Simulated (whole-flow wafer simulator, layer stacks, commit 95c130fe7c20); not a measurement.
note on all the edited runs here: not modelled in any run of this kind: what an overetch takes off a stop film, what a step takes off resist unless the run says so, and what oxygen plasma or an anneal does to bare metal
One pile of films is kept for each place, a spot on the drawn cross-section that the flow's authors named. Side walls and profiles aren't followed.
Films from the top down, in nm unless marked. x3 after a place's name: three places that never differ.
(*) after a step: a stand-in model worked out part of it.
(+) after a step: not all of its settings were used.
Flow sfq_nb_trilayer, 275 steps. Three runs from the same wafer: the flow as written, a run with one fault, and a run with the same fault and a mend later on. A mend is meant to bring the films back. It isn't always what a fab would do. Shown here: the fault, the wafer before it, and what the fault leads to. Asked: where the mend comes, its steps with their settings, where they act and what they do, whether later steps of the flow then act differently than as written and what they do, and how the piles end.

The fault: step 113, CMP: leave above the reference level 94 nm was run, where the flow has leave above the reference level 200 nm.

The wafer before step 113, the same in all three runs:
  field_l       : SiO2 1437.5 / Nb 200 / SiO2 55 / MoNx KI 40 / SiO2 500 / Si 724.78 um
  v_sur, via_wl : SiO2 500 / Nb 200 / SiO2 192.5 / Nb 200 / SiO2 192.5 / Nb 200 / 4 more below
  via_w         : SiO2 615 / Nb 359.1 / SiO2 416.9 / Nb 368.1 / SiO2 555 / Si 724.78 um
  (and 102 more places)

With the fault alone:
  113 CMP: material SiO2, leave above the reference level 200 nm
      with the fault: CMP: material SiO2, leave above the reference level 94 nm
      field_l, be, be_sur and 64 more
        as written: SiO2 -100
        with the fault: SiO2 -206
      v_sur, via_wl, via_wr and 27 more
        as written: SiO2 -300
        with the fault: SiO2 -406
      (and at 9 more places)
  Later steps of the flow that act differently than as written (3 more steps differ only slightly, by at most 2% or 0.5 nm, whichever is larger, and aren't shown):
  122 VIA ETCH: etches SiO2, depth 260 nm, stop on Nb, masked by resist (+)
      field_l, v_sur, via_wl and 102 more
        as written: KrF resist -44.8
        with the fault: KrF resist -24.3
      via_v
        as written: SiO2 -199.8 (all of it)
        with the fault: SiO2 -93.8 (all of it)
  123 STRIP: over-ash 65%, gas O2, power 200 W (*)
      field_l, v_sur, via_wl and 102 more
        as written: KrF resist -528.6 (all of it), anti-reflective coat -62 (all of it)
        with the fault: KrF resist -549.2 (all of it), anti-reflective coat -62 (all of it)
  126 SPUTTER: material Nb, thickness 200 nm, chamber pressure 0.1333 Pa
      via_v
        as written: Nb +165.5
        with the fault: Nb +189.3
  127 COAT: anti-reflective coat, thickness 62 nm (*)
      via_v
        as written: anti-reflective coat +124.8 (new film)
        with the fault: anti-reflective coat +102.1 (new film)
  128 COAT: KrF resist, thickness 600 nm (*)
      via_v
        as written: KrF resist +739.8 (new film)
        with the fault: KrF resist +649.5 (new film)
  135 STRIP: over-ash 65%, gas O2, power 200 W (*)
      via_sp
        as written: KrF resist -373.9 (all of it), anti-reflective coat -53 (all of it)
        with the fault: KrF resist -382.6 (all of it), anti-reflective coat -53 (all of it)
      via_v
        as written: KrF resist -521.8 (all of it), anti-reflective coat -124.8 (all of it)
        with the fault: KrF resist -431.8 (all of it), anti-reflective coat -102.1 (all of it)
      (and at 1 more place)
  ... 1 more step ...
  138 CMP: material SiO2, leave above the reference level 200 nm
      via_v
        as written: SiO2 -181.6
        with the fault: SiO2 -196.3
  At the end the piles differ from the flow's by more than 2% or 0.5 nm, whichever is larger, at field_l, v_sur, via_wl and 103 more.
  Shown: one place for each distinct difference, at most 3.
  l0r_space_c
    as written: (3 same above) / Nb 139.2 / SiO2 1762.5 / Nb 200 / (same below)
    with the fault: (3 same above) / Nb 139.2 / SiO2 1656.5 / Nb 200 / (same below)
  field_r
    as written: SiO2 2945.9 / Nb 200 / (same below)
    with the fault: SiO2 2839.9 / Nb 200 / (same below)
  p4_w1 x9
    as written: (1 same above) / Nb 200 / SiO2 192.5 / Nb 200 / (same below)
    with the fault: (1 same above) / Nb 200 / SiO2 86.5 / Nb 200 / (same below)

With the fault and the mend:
  The mend comes after step 114.
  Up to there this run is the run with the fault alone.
  114a PECVD: material SiO2, thickness 106 nm, 150 C, 23.56 s, RF power 183.3 W, pressure 2.4 Torr, precursor SiH4/N2O (the flow's step 112 once more, with other settings)
      field_l, v_sur, via_wl and 103 more
        SiO2 +106
  No later step of the flow acts differently than as written at any place that is followed.
  At the end the piles are the same as the flow's at every place that both follow.
